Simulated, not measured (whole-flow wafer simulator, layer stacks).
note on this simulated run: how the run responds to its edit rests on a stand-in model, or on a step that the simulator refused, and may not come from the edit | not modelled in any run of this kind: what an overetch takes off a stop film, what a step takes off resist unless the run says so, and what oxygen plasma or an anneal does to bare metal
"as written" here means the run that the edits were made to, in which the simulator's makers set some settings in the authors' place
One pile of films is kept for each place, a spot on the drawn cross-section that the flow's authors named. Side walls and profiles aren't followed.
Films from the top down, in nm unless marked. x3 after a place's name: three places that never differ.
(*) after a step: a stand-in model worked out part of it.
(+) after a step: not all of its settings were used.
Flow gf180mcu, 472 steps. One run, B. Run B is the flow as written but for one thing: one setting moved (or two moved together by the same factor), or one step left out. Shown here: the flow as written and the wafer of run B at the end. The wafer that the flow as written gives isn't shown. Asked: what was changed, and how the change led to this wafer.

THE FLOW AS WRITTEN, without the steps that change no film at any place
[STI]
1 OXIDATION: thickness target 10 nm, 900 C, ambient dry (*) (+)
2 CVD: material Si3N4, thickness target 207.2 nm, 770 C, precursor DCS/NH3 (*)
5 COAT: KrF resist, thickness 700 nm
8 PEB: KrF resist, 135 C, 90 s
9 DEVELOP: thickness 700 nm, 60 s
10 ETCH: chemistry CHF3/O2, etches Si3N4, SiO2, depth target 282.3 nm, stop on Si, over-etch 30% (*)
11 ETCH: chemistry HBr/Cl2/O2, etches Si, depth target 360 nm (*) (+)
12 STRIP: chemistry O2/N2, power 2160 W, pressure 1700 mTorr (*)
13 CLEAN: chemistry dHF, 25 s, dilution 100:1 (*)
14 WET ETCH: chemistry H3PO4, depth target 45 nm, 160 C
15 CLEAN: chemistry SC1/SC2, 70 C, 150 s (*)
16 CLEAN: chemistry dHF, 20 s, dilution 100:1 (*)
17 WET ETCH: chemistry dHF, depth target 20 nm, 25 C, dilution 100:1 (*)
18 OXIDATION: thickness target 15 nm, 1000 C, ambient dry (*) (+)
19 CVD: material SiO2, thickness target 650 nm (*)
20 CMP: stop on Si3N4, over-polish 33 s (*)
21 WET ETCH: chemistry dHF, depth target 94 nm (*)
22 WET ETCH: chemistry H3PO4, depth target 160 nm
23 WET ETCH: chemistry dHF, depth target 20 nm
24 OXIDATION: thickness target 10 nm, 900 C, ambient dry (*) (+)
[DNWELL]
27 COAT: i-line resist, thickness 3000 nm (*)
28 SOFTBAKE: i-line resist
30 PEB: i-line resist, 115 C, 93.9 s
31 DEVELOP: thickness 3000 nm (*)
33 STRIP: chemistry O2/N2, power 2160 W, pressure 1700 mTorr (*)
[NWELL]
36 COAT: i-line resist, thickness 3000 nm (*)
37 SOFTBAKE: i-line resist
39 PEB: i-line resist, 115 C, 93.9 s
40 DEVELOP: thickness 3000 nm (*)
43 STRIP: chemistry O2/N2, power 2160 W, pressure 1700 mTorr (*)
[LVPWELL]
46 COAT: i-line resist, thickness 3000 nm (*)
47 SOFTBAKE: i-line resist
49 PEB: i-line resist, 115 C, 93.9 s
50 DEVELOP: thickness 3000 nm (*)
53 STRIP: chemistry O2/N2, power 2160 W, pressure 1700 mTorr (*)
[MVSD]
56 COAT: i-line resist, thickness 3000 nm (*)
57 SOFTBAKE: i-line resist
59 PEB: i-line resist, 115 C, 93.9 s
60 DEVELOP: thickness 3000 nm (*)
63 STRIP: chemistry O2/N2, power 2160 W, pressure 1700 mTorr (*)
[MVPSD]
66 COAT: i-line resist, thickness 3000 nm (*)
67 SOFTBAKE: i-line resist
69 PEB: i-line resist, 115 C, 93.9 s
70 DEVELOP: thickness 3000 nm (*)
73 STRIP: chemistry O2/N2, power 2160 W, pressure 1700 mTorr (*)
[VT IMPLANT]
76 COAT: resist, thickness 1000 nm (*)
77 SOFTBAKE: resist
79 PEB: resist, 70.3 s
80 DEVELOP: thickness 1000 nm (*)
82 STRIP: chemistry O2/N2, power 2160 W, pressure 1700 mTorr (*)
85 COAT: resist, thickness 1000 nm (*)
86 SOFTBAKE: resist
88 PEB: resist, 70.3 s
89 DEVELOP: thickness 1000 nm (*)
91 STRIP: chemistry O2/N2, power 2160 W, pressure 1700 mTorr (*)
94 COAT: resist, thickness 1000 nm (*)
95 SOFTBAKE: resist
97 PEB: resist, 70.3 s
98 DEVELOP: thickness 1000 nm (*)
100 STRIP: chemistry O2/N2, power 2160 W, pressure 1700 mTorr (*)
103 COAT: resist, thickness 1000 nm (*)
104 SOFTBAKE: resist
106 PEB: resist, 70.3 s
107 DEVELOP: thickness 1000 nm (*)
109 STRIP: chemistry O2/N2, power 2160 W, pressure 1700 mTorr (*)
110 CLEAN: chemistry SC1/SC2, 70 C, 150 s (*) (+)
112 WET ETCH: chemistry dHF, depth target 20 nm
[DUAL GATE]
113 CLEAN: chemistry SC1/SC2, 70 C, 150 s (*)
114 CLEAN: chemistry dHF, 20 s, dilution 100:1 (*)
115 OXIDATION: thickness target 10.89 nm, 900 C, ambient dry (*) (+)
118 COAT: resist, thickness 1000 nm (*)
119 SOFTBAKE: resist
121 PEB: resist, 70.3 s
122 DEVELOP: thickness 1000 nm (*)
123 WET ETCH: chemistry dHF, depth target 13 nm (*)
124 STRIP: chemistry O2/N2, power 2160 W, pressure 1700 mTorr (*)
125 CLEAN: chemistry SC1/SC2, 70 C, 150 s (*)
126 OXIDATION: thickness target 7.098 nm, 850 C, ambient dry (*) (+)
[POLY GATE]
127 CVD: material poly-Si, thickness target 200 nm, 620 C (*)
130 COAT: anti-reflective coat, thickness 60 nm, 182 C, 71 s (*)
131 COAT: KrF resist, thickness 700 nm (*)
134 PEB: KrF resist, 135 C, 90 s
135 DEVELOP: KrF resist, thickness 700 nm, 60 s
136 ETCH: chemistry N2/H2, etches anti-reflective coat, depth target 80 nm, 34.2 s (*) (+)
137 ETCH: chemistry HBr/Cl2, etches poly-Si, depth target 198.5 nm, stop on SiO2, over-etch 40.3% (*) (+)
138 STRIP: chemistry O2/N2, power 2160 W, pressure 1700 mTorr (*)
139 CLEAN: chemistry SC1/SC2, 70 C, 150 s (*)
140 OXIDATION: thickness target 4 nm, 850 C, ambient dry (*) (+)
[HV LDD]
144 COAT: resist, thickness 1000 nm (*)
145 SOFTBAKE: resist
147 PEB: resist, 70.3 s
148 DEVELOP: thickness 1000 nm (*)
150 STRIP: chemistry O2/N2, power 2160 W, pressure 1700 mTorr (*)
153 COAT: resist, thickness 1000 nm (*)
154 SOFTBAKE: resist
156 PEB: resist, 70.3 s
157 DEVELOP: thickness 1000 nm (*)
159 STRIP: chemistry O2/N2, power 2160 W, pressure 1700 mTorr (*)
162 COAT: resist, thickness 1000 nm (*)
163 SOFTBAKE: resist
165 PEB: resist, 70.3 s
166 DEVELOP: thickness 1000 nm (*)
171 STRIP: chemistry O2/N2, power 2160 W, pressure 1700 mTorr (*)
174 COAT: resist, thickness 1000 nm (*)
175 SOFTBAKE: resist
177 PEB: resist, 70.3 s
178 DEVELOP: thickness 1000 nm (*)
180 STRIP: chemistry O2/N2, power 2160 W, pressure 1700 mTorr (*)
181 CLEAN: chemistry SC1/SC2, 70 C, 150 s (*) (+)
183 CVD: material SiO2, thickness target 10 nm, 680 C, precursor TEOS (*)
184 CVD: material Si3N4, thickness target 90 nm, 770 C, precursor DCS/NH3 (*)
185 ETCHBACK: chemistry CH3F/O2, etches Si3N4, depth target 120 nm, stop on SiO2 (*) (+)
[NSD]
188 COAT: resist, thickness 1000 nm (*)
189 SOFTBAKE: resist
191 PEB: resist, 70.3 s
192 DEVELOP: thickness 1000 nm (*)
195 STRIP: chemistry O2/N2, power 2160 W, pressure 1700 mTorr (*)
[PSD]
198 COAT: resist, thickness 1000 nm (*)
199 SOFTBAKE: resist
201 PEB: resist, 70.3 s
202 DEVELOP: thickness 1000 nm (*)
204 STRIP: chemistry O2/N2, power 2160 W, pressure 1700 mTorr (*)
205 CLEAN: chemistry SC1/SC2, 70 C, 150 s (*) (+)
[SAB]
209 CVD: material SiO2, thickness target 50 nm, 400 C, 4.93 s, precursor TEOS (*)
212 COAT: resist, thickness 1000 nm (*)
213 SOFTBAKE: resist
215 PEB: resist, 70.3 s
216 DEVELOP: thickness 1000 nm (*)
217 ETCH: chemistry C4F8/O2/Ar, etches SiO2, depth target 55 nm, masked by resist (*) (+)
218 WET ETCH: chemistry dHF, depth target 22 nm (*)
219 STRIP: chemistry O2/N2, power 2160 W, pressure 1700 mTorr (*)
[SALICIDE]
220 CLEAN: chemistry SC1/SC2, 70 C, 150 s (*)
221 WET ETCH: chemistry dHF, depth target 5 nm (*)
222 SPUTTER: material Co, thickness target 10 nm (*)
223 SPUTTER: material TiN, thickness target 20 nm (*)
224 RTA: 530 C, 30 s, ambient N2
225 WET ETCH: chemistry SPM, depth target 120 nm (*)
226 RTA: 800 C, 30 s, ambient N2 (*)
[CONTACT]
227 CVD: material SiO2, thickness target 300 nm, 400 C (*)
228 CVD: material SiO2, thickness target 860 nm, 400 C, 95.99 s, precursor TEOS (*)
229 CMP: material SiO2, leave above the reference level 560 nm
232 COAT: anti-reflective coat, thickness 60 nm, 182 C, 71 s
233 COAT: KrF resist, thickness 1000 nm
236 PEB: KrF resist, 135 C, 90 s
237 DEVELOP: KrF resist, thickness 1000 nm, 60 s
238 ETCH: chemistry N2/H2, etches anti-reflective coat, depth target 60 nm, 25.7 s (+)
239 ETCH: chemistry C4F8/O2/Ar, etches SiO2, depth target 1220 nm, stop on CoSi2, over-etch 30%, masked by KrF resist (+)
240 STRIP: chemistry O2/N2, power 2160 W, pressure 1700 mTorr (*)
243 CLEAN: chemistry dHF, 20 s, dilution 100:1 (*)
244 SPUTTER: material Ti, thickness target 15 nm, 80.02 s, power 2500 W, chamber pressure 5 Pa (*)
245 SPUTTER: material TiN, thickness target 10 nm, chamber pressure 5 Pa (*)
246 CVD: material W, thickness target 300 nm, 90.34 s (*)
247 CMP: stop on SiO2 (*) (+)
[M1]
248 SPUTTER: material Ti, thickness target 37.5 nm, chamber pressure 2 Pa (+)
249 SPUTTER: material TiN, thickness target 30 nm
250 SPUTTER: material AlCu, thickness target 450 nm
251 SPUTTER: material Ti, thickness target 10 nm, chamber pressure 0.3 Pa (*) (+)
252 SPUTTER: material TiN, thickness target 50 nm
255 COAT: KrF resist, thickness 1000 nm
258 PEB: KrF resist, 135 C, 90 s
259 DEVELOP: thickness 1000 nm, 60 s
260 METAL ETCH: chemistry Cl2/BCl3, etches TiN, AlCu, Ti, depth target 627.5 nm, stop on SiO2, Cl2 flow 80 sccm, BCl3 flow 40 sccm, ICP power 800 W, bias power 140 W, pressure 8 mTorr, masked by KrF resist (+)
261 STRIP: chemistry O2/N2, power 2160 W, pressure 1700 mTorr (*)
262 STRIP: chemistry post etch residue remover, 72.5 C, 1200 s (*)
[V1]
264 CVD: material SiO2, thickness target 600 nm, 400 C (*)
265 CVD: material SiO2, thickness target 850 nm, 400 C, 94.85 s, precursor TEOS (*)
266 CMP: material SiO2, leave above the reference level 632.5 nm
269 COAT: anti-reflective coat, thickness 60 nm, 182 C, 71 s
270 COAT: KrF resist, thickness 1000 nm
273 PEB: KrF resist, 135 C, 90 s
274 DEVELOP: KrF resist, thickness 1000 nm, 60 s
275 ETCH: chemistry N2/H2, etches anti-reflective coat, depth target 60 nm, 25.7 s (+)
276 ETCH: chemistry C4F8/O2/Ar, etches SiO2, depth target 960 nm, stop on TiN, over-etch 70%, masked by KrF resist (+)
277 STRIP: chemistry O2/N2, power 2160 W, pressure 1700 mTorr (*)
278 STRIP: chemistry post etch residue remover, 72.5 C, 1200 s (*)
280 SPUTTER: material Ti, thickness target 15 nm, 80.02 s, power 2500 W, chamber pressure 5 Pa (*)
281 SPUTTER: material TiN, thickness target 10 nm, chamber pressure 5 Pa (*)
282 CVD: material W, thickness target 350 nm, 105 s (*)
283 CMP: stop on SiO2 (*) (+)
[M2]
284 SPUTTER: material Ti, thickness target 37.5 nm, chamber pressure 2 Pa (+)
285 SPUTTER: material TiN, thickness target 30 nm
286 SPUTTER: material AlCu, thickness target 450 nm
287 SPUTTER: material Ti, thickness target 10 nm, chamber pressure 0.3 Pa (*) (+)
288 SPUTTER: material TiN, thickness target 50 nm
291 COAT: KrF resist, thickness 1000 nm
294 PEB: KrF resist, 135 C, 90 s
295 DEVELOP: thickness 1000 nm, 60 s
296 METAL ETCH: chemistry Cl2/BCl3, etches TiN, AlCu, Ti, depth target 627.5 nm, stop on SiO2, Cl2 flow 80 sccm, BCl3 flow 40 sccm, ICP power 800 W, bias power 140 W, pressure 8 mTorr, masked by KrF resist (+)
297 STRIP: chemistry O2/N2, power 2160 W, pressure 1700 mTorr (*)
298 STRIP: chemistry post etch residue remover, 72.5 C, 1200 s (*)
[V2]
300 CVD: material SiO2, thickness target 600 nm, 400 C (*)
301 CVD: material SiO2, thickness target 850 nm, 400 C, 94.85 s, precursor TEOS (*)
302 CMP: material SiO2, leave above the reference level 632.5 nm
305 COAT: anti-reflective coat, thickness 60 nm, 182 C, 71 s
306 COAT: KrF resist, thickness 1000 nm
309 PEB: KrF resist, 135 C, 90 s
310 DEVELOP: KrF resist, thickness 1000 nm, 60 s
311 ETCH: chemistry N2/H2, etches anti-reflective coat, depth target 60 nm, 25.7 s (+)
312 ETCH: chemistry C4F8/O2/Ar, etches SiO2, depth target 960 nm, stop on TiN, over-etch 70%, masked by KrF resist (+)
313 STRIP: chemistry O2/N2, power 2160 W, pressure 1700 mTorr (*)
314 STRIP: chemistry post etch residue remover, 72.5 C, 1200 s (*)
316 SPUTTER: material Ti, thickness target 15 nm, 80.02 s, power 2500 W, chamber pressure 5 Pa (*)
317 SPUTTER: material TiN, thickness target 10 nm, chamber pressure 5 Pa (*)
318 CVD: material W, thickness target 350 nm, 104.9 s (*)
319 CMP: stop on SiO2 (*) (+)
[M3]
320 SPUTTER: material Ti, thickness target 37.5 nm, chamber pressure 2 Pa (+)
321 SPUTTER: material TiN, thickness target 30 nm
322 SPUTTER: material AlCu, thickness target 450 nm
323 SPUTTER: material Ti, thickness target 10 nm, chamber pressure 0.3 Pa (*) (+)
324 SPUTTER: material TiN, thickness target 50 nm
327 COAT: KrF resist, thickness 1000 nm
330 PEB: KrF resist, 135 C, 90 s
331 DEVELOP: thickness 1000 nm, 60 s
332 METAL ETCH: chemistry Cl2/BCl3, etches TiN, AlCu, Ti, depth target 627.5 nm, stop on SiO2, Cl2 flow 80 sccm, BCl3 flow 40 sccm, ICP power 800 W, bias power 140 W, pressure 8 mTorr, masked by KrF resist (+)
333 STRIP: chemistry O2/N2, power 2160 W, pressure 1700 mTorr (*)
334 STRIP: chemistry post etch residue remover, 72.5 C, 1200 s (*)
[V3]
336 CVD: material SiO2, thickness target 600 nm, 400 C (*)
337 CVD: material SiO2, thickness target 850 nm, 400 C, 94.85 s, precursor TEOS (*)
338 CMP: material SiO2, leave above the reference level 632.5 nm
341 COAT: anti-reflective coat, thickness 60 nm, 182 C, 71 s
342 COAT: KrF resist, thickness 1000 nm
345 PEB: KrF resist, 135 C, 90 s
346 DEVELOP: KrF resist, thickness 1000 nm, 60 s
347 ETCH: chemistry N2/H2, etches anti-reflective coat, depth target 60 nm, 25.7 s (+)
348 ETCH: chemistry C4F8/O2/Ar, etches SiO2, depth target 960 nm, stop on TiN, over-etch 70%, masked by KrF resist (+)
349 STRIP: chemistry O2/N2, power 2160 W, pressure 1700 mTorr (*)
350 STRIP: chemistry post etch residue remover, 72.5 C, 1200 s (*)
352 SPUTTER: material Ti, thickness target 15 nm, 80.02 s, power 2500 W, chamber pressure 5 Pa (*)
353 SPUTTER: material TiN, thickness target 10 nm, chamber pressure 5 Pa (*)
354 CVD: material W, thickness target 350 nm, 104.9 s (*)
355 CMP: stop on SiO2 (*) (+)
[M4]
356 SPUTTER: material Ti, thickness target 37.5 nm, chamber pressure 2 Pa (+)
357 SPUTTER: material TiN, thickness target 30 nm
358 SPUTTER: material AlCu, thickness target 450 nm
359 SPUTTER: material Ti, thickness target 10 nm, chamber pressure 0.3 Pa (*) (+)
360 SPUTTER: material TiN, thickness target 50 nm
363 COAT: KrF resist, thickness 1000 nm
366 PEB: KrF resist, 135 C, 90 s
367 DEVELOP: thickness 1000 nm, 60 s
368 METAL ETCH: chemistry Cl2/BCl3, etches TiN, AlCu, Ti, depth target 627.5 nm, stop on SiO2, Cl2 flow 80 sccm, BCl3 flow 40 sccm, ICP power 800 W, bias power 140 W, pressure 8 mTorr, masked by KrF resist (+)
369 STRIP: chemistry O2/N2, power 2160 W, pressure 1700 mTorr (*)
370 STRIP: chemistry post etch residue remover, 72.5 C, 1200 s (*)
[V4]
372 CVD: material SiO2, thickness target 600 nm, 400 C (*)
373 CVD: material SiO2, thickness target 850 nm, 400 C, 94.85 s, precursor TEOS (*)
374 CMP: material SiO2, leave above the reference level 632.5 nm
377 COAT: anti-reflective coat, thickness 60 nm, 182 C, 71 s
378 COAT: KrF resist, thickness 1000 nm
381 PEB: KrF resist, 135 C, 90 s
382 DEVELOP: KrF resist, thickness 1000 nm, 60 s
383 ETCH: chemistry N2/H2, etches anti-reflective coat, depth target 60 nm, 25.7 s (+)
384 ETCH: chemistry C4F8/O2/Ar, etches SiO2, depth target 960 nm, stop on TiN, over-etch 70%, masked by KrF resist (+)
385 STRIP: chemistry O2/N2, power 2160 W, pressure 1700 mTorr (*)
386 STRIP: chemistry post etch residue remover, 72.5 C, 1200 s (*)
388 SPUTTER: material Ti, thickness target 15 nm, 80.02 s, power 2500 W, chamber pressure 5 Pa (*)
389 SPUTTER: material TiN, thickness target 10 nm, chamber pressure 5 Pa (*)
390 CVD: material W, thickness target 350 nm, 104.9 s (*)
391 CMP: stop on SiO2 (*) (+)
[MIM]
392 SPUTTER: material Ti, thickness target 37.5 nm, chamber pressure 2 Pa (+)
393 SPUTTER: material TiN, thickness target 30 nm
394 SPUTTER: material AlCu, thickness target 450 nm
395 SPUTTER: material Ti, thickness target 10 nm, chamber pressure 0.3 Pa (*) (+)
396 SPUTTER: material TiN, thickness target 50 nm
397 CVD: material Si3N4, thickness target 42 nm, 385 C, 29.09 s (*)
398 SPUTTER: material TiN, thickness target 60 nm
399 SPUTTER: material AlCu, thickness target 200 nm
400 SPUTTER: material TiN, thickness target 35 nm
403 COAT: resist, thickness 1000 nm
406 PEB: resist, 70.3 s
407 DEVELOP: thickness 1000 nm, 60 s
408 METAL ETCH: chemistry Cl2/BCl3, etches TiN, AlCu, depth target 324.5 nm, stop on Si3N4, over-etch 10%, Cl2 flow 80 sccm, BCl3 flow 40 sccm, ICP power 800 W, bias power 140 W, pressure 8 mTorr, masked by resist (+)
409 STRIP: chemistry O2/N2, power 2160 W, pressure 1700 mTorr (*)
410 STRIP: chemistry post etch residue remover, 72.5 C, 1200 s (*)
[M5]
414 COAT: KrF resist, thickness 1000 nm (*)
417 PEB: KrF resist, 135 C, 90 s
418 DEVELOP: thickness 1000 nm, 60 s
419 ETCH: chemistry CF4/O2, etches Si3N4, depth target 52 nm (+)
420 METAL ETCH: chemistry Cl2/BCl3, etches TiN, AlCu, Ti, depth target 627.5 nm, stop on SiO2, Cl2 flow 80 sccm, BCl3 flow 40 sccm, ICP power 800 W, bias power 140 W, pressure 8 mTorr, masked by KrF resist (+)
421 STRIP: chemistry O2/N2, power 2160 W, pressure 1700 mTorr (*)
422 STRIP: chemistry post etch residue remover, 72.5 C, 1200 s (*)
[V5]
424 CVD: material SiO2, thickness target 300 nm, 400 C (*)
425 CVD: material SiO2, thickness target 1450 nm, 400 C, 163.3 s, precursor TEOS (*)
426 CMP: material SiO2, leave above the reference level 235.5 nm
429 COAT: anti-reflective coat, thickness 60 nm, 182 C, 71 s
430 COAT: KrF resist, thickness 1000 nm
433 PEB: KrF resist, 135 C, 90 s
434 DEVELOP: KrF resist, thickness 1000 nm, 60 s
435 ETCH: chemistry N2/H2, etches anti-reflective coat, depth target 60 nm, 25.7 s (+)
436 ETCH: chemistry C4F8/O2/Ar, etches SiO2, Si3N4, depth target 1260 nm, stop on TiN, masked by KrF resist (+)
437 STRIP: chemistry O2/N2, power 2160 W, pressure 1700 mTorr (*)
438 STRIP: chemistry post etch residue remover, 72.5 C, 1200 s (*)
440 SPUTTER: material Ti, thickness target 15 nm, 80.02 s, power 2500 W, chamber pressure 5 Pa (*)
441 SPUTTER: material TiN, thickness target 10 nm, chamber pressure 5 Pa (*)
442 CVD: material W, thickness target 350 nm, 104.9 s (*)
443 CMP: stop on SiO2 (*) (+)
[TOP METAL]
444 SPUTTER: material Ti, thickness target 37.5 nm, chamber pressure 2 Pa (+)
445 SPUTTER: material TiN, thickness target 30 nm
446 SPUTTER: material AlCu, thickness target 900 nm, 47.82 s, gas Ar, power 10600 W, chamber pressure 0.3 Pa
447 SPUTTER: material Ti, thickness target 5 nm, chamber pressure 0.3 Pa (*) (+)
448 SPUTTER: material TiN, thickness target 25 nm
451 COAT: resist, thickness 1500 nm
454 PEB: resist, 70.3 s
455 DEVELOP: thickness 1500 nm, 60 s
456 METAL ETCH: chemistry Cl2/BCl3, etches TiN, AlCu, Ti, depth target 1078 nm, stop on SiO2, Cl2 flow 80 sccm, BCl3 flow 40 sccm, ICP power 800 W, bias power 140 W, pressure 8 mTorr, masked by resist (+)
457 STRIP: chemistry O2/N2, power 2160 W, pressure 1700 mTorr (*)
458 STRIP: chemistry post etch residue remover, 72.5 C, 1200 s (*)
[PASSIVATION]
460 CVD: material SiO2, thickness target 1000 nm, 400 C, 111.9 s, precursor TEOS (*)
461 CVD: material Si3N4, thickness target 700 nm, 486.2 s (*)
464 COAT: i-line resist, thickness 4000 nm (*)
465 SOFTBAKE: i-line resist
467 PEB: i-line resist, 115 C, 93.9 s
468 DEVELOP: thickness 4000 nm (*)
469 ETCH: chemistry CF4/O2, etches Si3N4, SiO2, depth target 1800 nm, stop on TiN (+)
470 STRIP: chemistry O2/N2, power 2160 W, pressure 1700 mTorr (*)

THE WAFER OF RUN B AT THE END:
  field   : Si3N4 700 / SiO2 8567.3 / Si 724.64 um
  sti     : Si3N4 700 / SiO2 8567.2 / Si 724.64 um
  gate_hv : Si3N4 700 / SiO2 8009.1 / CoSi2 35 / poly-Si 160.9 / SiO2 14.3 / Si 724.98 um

The cause: step 338, CMP: leave above the reference level 974.1 nm was run, where the flow has leave above the reference level 632.5 nm.

How the change led to this, step by step:
  338 CMP: material SiO2, leave above the reference level 632.5 nm
      field, field__w1, field__w2 and 103 more: nothing (as written it would be: SiO2 -300)
      field__w8, contact, m1, m1__w1, m1_nw: SiO2 -535.5 (as written it would be: SiO2 -877.1)
  341 COAT: anti-reflective coat, thickness 60 nm, 182 C, 71 s
      field: anti-reflective coat +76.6 (new film) (as written it would be: anti-reflective coat +60 (new film))
      field__w8: anti-reflective coat +36.6 (new film) (as written it would be: anti-reflective coat +60 (new film))
      (and at 11 more places)
  347 ETCH: chemistry N2/H2, etches anti-reflective coat, depth target 60 nm, 25.7 s (+)
      contact: anti-reflective coat -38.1 (all of it), SiO2 -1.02 (as written it would be: anti-reflective coat -60 (all of it), SiO2 -0.46)
  348 ETCH: chemistry C4F8/O2/Ar, etches SiO2, depth target 960 nm, stop on TiN, over-etch 70%, masked by KrF resist (+)
      contact: SiO2 -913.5 (all of it) (as written it would be: SiO2 -572.5 (all of it))
  349 STRIP: chemistry O2/N2, power 2160 W, pressure 1700 mTorr (*)
      field: KrF resist -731 (all of it), anti-reflective coat -76.6 (all of it) (as written it would be: KrF resist -739.2 (all of it), anti-reflective coat -60 (all of it))
      field__w8: KrF resist -735.1 (all of it), anti-reflective coat -36.6 (all of it) (as written it would be: KrF resist -739.2 (all of it), anti-reflective coat -60 (all of it))
      (and at 10 more places)
  352 SPUTTER: material Ti, thickness target 15 nm, 80.02 s, power 2500 W, chamber pressure 5 Pa (*)
      contact: Ti +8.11 (new film) (as written it would be: Ti +9.65 (new film))
  353 SPUTTER: material TiN, thickness target 10 nm, chamber pressure 5 Pa (*)
      contact: TiN +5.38 (new film) (as written it would be: TiN +6.4 (new film))
  354 CVD: material W, thickness target 350 nm, 104.9 s (*)
      contact: W +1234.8 (new film) (as written it would be: W +932.3 (new film))
  355 CMP: stop on SiO2 (*) (+)
      m1, m1__w1, m1_nw: W -350 (all of it), TiN -10 (all of it), Ti -15 (all of it), SiO2 -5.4 (as written it would be: W -350 (all of it), TiN -10 (all of it), Ti -15 (all of it), SiO2 -3.78)
      field__w8: W -350 (all of it), TiN -10 (all of it), Ti -15 (all of it), SiO2 -5.41 (as written it would be: W -350 (all of it), TiN -10 (all of it), Ti -15 (all of it), SiO2 -3.78)
  363 COAT: KrF resist, thickness 1000 nm
      field__w8: KrF resist +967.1 (new film) (as written it would be: KrF resist +1000 (new film))
      m1: KrF resist +966.6 (new film) (as written it would be: KrF resist +1000 (new film))
      (and at 2 more places)
  369 STRIP: chemistry O2/N2, power 2160 W, pressure 1700 mTorr (*)
      field__w8: KrF resist -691 (all of it) (as written it would be: KrF resist -723.5 (all of it))
      m1: KrF resist -690.4 (all of it) (as written it would be: KrF resist -723.5 (all of it))
      (and at 2 more places)
  374 CMP: material SiO2, leave above the reference level 632.5 nm
      field, field__w1, field__w2 and 103 more: SiO2 -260 (as written it would be: SiO2 -300)
      contact: SiO2 -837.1 (as written it would be: SiO2 -877.1)
  384 ETCH: chemistry C4F8/O2/Ar, etches SiO2, depth target 960 nm, stop on TiN, over-etch 70%, masked by KrF resist (+)
      contact: SiO2 -612.5 (all of it) (as written it would be: SiO2 -572.5 (all of it))
  390 CVD: material W, thickness target 350 nm, 104.9 s (*)
      contact: W +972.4 (new film) (as written it would be: W +932.3 (new film))
